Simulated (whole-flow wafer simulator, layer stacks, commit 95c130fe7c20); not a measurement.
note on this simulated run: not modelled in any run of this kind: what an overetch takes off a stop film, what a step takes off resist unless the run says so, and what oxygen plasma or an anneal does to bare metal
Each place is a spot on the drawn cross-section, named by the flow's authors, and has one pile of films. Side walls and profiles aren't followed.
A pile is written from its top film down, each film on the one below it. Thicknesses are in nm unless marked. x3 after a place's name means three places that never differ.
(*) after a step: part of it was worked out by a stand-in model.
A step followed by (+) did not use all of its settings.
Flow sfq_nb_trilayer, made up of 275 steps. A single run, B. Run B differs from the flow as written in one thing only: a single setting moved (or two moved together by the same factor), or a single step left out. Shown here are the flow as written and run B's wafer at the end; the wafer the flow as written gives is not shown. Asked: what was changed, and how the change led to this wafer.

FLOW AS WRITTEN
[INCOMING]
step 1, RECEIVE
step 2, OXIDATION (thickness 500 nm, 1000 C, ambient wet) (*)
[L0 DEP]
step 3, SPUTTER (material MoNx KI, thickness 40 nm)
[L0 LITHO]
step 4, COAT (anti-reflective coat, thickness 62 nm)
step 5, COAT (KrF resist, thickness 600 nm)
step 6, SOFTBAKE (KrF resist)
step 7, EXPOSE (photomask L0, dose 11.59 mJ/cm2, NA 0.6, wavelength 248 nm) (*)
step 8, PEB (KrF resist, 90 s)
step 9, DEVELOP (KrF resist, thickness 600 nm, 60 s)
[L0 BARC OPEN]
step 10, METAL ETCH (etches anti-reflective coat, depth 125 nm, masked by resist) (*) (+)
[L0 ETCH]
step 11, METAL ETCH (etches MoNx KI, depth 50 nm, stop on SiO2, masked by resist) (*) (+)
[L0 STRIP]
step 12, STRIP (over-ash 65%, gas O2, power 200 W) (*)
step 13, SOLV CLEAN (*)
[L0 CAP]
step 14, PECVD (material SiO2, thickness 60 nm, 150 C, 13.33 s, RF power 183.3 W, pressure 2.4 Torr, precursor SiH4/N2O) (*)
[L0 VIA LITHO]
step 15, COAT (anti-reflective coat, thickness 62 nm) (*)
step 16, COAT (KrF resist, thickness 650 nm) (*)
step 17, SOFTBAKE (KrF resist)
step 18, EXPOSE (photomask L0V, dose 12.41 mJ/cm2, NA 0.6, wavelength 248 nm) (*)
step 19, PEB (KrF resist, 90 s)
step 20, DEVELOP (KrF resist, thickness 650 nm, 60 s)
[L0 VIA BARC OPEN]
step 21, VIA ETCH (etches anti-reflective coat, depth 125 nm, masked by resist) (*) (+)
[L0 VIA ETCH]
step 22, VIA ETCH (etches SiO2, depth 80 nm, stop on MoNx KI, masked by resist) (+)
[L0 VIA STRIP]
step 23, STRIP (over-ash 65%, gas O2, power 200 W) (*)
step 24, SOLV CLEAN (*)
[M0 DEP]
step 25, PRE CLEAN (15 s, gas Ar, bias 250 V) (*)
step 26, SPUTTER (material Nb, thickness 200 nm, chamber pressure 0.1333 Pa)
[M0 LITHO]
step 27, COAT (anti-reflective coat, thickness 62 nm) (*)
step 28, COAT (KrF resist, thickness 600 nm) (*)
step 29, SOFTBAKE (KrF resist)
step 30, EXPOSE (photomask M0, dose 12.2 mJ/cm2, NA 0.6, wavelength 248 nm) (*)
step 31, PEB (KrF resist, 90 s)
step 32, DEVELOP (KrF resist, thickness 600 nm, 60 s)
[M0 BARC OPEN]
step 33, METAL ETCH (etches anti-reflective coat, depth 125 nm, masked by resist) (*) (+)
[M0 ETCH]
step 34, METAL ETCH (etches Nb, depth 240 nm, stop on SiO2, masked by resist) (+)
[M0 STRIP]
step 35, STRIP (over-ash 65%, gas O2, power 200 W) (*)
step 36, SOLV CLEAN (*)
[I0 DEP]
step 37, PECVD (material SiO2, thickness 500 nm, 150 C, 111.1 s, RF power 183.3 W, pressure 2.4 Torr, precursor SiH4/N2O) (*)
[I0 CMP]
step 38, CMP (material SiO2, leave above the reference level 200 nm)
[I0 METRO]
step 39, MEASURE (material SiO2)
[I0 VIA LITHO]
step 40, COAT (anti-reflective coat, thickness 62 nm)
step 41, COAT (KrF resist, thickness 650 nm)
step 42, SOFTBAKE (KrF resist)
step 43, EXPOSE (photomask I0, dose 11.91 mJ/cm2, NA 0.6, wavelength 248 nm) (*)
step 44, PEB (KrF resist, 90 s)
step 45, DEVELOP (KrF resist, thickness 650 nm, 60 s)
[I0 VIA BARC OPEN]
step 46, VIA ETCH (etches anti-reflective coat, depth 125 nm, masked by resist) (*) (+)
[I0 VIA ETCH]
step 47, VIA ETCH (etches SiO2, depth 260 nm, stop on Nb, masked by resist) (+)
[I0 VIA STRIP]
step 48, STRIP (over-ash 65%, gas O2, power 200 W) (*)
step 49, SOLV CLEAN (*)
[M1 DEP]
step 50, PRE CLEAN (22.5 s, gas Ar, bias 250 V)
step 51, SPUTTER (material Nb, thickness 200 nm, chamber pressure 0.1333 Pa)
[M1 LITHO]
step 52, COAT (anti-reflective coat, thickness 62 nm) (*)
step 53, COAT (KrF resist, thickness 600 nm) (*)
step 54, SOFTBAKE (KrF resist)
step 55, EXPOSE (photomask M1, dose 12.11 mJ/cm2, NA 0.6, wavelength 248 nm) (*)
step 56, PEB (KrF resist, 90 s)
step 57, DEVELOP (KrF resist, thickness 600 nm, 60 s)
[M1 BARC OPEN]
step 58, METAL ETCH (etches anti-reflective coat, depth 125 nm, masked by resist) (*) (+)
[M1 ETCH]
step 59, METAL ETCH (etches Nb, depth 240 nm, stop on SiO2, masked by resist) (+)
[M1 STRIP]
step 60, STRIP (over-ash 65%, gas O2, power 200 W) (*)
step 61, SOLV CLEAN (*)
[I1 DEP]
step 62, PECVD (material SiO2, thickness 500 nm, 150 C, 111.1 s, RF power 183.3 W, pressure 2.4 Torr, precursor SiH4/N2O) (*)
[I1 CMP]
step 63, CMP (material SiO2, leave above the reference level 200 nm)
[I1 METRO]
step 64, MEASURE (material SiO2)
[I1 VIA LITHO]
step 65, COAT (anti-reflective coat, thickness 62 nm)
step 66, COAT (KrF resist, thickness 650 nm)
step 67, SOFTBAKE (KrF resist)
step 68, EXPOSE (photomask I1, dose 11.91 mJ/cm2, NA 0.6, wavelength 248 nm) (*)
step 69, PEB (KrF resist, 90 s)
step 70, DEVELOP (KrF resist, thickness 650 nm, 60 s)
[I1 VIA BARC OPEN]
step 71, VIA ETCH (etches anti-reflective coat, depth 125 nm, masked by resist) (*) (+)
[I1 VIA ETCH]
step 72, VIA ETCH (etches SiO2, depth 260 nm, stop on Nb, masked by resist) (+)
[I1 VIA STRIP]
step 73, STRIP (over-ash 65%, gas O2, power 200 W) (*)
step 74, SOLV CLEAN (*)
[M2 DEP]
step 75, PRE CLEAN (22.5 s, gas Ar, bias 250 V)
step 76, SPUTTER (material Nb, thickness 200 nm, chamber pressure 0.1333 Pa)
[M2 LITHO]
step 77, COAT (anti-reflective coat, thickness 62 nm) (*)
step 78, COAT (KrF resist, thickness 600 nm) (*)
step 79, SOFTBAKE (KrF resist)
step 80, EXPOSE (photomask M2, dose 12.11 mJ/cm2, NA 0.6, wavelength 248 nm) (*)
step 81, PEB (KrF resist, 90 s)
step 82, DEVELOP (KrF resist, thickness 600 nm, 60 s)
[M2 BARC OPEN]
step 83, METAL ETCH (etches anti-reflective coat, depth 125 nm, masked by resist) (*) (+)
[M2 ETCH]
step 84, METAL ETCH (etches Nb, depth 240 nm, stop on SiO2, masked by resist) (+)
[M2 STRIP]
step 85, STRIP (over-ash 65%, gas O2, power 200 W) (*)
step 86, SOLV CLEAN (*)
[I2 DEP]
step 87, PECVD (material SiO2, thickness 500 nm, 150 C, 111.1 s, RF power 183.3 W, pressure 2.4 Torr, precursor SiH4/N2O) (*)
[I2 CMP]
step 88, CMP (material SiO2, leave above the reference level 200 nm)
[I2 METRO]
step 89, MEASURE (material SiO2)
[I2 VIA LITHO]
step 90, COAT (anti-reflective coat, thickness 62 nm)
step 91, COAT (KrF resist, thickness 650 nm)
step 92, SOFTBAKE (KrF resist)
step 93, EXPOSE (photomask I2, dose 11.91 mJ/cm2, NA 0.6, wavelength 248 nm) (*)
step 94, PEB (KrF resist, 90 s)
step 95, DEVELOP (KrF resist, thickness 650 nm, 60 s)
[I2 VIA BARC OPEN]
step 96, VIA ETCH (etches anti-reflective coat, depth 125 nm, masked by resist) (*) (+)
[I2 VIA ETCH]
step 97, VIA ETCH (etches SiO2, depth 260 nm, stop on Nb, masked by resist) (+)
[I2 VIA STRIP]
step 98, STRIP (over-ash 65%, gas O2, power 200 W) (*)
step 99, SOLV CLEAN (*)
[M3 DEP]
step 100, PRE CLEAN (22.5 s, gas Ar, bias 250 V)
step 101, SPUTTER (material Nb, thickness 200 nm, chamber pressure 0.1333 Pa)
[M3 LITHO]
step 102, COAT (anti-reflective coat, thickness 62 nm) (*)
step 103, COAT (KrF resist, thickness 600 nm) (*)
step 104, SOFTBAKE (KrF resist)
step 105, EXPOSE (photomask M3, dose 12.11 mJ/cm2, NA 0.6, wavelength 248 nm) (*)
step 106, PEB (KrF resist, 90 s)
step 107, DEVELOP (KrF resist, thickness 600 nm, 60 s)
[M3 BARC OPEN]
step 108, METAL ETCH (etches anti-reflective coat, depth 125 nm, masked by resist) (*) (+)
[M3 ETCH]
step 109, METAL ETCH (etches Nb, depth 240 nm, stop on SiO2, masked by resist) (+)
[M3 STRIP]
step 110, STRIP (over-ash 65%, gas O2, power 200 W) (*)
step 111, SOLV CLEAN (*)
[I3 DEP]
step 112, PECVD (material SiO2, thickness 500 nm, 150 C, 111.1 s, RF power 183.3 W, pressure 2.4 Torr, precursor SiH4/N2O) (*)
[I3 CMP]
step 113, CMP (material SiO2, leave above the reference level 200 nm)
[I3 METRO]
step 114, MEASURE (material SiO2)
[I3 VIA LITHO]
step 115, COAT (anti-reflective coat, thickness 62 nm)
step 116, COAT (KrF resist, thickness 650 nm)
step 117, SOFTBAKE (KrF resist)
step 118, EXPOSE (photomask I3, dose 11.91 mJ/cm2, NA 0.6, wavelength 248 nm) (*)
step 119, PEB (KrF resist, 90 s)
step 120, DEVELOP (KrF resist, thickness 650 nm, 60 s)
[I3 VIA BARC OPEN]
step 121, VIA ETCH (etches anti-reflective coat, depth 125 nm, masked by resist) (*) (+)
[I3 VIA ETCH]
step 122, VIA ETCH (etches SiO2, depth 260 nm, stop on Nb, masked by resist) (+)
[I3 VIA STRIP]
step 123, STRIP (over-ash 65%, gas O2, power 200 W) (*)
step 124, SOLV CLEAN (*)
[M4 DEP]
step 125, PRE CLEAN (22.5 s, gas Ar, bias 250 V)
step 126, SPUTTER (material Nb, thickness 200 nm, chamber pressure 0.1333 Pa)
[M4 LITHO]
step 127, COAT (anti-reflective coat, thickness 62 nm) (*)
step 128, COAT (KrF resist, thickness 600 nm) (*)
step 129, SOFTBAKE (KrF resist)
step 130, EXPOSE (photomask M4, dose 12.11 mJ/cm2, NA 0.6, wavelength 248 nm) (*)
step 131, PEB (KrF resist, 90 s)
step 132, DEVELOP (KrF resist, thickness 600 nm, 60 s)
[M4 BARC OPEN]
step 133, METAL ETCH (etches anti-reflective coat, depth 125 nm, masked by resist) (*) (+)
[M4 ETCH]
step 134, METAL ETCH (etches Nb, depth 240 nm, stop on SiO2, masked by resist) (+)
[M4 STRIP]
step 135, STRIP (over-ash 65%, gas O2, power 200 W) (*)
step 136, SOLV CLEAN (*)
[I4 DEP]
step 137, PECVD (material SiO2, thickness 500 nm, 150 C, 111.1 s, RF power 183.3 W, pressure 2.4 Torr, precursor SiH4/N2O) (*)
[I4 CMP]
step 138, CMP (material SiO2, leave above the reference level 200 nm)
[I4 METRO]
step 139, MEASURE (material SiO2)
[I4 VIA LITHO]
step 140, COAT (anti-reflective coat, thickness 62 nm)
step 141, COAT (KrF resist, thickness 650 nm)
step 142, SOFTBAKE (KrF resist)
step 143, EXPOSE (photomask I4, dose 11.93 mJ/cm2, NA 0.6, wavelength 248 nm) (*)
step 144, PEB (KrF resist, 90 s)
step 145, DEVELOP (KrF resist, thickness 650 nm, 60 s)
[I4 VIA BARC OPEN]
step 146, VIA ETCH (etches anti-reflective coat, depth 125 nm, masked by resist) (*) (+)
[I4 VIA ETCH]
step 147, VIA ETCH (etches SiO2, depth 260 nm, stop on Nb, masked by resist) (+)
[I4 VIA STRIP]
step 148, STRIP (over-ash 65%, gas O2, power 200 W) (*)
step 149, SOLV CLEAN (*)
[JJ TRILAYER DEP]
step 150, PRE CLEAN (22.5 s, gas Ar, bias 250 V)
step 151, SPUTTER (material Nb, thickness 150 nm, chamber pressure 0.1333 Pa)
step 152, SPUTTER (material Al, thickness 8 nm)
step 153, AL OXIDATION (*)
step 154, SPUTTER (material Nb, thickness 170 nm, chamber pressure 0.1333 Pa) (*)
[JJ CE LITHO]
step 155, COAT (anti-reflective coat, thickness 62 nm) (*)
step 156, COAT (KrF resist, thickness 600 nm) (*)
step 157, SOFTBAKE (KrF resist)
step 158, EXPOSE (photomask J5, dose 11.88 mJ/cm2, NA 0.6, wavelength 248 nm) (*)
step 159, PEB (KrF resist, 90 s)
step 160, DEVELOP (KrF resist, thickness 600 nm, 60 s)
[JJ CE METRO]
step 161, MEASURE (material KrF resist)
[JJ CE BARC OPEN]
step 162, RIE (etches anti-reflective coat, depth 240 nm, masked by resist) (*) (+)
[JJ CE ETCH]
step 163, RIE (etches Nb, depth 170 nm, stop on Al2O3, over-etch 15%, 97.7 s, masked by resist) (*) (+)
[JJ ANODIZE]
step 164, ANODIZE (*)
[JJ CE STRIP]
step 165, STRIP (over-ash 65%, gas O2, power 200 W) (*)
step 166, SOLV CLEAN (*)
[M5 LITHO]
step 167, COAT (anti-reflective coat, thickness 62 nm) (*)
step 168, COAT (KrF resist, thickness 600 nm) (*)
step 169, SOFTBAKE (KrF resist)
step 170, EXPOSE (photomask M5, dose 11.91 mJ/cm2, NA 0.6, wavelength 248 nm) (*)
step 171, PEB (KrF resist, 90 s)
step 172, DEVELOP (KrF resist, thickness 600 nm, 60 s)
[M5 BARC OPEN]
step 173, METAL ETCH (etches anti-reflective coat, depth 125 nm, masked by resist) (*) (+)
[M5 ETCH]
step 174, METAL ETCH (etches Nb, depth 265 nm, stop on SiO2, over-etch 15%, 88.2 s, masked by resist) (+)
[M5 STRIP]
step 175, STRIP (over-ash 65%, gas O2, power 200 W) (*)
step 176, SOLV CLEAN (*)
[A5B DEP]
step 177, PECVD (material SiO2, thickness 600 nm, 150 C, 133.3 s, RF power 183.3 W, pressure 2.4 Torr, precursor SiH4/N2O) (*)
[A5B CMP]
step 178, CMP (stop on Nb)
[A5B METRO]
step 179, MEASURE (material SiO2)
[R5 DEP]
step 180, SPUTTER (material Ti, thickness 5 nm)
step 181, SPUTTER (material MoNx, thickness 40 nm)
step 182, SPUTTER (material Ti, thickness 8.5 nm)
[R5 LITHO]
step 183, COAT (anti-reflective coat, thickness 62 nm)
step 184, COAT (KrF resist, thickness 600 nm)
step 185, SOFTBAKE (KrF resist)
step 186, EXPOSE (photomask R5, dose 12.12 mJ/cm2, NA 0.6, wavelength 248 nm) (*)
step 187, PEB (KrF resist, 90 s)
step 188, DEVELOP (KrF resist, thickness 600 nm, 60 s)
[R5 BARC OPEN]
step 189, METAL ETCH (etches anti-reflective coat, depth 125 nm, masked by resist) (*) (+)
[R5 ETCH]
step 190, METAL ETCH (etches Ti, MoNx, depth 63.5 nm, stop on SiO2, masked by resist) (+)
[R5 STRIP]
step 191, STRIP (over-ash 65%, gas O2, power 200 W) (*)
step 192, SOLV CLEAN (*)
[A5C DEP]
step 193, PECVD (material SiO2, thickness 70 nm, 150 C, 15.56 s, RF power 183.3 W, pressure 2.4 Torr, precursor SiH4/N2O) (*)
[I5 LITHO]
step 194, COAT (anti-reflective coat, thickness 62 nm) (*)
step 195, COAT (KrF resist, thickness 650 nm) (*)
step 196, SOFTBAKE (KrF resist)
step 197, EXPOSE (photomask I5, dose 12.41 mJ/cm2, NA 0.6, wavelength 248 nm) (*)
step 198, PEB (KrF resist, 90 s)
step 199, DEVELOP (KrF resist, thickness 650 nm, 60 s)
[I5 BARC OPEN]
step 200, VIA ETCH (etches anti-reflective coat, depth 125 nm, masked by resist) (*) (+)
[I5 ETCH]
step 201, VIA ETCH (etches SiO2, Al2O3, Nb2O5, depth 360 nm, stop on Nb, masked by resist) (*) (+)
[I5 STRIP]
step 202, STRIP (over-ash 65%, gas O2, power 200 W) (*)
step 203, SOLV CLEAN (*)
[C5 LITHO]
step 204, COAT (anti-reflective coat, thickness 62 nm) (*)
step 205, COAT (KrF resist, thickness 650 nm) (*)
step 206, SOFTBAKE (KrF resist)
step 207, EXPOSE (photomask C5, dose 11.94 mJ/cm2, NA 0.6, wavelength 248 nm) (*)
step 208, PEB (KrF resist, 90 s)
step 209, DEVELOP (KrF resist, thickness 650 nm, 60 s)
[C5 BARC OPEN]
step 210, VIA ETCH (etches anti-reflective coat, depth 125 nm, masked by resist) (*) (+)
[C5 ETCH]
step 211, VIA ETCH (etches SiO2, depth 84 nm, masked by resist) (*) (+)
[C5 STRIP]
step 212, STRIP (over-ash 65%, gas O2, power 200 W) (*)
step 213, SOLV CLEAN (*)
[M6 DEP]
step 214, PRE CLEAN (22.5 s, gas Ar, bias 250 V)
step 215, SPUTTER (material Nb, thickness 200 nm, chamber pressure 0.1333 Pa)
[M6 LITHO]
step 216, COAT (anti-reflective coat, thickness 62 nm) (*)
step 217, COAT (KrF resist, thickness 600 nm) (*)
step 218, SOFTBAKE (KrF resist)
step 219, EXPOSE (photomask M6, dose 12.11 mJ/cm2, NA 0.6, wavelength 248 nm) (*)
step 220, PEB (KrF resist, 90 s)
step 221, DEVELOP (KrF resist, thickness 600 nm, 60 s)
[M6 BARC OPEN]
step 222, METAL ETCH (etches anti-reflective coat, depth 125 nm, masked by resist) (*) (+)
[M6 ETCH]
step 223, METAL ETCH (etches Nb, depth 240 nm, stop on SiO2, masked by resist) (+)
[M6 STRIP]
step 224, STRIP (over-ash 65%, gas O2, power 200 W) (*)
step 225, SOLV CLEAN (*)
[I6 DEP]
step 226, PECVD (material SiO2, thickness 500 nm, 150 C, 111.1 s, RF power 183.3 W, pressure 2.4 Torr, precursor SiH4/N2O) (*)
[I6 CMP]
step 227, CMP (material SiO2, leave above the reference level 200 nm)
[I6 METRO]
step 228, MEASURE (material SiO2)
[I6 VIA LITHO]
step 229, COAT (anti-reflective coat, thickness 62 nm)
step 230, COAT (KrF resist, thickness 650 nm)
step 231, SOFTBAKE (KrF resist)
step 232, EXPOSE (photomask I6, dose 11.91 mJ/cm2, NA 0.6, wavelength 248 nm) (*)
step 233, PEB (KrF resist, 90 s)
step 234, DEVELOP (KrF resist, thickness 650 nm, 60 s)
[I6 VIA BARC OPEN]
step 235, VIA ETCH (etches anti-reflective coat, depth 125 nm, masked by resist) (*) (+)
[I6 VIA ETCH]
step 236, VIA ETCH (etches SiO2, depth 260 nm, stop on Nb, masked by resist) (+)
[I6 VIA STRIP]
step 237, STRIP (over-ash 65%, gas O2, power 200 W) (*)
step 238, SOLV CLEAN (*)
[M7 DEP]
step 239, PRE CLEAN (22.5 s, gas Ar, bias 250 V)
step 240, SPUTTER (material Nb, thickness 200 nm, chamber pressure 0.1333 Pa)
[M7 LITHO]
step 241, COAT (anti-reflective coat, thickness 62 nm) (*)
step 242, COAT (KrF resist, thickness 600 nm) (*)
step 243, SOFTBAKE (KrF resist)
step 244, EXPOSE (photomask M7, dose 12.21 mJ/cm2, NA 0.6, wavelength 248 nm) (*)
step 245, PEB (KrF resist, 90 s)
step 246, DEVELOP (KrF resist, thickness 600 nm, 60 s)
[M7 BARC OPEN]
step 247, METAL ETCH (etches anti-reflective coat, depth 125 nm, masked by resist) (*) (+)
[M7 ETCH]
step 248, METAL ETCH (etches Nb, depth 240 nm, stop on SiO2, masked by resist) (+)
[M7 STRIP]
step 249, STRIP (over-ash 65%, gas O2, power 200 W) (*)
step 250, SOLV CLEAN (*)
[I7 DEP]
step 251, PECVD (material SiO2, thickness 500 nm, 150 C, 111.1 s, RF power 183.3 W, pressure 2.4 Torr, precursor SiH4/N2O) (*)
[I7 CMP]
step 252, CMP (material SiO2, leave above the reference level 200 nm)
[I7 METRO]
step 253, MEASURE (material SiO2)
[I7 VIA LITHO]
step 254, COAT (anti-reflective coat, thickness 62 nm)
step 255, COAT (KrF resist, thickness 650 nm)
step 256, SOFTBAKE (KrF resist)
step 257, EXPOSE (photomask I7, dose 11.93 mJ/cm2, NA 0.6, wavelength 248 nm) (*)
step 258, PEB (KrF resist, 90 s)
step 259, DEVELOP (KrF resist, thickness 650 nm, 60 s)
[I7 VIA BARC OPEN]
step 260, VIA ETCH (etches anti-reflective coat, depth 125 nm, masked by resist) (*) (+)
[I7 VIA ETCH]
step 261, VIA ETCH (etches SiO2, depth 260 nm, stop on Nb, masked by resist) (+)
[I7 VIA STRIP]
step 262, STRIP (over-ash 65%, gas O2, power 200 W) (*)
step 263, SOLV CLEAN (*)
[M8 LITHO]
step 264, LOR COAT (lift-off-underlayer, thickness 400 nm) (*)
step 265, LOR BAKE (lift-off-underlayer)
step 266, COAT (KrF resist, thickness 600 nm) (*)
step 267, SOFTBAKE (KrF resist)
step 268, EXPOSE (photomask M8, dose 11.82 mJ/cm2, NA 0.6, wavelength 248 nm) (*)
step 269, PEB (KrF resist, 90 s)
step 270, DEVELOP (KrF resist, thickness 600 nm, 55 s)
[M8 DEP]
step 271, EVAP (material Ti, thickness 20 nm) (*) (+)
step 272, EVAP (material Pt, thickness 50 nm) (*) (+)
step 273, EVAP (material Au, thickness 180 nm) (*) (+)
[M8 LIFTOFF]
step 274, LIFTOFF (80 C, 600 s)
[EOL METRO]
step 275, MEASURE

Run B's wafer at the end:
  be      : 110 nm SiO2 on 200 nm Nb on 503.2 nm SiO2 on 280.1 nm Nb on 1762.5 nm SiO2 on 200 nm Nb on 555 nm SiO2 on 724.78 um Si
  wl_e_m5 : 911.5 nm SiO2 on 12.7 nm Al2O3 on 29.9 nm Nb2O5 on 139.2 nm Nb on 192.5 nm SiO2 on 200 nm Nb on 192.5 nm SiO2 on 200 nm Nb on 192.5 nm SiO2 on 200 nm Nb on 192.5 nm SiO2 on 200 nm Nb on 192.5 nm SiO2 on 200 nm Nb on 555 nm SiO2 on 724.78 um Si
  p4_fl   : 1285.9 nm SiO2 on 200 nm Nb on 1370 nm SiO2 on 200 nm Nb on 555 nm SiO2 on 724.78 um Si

The reason: step 252, CMP: leave above the reference level 110 nm was run, whereas the flow has leave above the reference level 200 nm.
The wafer itself shows it: be has SiO2 110, and step 252 as written asks for 200 nm.

The path from the change to this, step by step:
  step 252, CMP (material SiO2, leave above the reference level 200 nm)
      field_l, p4_fl, p4_fm and 56 more: -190 SiO2 (as written it would have been: -100 SiO2)
      v_sur, via_wl, via_w and 37 more: -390 SiO2 (as written it would have been: -300 SiO2)
      (also at 7 further places)
  step 261, VIA ETCH (etches SiO2, depth 260 nm, stop on Nb, masked by resist) (+)
      field_l, v_sur, via_sp and 100 more: -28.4 KrF resist (as written it would have been: -44.8 KrF resist)
      via_wl, via_w, via_wr: -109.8 SiO2 (all of it) (as written it would have been: -199.8 SiO2 (all of it))
  step 262, STRIP (over-ash 65%, gas O2, power 200 W) (*)
      field_l, v_sur, via_sp and 100 more: -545 KrF resist (all of it), -62 anti-reflective coat (all of it) (as written it would have been: -528.6 KrF resist (all of it), -62 anti-reflective coat (all of it))
  step 264, LOR COAT (lift-off-underlayer, thickness 400 nm) (*)
      via_wl, via_wr: +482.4 lift-off-underlayer (new film) (as written it would have been: +549.8 lift-off-underlayer (new film))
      v_sur: +383.2 lift-off-underlayer (new film) (as written it would have been: +369.4 lift-off-underlayer (new film))
      (also at 2 further places)
  step 266, COAT (KrF resist, thickness 600 nm) (*)
      via_w: +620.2 KrF resist (new film) (as written it would have been: +636.8 KrF resist (new film))
  step 270, DEVELOP (KrF resist, thickness 600 nm, 55 s)
      v_sur: -603.5 KrF resist (all of it), -383.2 lift-off-underlayer (all of it) (as written it would have been: -607.3 KrF resist (all of it), -369.4 lift-off-underlayer (all of it))
      via_wl: -612.6 KrF resist (all of it), -482.4 lift-off-underlayer (all of it) (as written it would have been: -623.9 KrF resist (all of it), -549.8 lift-off-underlayer (all of it))
      (also at 3 further places)
